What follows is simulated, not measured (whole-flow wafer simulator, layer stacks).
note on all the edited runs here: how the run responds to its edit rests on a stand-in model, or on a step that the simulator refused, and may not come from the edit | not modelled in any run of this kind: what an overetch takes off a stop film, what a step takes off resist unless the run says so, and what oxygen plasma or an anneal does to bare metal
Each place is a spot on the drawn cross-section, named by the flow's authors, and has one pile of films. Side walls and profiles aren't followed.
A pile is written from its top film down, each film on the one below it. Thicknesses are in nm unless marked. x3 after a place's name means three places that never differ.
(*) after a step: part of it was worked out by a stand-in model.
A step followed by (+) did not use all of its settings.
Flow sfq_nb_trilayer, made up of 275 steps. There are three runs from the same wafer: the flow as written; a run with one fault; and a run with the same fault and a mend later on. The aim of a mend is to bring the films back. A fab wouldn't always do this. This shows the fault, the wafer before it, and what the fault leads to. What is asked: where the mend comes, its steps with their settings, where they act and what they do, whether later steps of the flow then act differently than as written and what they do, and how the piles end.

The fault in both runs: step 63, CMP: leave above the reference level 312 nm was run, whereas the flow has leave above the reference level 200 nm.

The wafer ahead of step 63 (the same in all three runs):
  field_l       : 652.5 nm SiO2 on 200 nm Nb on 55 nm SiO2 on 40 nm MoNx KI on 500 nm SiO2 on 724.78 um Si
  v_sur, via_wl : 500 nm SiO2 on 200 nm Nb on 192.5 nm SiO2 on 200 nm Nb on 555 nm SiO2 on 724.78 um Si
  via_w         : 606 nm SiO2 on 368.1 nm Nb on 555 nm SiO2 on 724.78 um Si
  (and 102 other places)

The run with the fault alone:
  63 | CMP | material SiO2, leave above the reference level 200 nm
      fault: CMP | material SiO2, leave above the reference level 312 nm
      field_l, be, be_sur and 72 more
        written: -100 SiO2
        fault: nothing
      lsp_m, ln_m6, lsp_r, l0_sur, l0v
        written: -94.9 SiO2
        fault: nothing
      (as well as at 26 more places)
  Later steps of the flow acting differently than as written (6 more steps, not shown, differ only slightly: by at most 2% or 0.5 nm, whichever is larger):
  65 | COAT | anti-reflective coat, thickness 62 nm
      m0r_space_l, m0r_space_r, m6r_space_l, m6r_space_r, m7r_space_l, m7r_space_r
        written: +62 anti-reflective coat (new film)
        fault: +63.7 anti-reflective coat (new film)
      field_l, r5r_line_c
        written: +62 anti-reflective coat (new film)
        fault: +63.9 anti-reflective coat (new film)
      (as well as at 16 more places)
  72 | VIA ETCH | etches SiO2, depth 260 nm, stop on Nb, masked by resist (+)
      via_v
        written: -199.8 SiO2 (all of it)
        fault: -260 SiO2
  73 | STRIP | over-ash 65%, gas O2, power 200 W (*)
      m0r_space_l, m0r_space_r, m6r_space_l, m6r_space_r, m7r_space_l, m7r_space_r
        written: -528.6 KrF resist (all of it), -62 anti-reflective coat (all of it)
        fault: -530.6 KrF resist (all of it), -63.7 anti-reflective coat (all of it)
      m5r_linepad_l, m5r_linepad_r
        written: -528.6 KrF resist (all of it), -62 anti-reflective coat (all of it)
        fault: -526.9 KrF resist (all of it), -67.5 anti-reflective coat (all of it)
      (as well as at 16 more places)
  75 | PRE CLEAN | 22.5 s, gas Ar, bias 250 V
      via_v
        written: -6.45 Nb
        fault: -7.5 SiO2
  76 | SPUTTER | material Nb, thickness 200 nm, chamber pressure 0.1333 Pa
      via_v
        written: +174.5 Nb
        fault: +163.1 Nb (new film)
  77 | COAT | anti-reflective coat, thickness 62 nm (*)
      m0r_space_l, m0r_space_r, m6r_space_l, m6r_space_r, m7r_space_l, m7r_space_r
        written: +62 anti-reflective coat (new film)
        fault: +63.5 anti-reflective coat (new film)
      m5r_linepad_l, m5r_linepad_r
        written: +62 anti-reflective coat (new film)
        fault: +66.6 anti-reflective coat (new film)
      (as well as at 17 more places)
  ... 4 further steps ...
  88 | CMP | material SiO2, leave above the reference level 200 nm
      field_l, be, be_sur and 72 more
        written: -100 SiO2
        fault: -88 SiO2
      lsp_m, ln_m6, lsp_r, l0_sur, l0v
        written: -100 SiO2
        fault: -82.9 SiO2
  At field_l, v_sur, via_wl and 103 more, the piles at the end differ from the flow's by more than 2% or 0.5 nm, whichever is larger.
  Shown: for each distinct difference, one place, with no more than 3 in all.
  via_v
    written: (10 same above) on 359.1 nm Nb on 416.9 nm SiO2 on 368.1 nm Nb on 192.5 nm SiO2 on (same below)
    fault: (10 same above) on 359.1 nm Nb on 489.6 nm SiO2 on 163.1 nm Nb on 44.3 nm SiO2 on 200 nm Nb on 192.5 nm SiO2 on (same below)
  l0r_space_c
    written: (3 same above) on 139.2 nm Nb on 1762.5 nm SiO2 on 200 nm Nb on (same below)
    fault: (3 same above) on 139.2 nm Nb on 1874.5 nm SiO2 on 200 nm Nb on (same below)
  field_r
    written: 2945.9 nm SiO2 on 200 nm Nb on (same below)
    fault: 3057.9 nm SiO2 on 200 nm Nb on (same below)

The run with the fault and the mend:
  The mend follows step 70.
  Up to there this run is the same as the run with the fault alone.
  70a | STRIP | over-ash 65%, gas O2, power 200 W (*)
      p4_w1, p3_l3, p3_s3, p3_l4, p3_s4, p3_l5
        -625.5 KrF resist (all of it), -62.1 anti-reflective coat (all of it)
      wl_b_sl, wl_b_m5, wl_b_sr, wl_c_sl, wl_c_m6, wl_c_sr
        -624.3 KrF resist (all of it), -61.8 anti-reflective coat (all of it)
      m0r_line_l, m0r_line_r, m6r_line_l, m6r_line_r, m7r_line_l, m7r_line_r
        -627.2 KrF resist (all of it), -62.4 anti-reflective coat (all of it)
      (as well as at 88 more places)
  70b | CMP | material SiO2, leave above the reference level 200 nm (the flow's step 63, run once more)
      field_l, be, be_sur and 72 more
        -100 SiO2
      v_sur, via_wl, via_w and 23 more
        -112 SiO2
      lsp_m, ln_m6, lsp_r, l0_sur, l0v
        -94.9 SiO2
  70c | COAT | anti-reflective coat, thickness 62 nm (the flow's step 65, run once more)
      field_l, v_sur, via_wl and 103 more
        +62 anti-reflective coat (new film)
  70d | COAT | KrF resist, thickness 650 nm (the flow's step 66, run once more)
      field_l, v_sur, via_wl and 103 more
        +650 KrF resist (new film)
  70e | SOFTBAKE | KrF resist (the flow's step 67, run once more)
      alters no film at any place that is followed
  70f | EXPOSE | photomask I1, dose 11.91 mJ/cm2, NA 0.6, wavelength 248 nm (*) (the flow's step 68, run once more)
      alters no film at any place that is followed
  70g | PEB | KrF resist, 90 s (the flow's step 69, run once more)
      field_l, v_sur, via_wl and 103 more
        -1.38 KrF resist
  70h | DEVELOP | KrF resist, thickness 650 nm, 60 s (the flow's step 70, run once more)
      field_l, v_sur, via_wl and 102 more
        -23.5 KrF resist
      via_v
        -648.6 KrF resist (all of it)
  None of the later steps of the flow acts differently than as written at any place that is followed.
  By the end, the piles equal the flow's at every place that both follow.
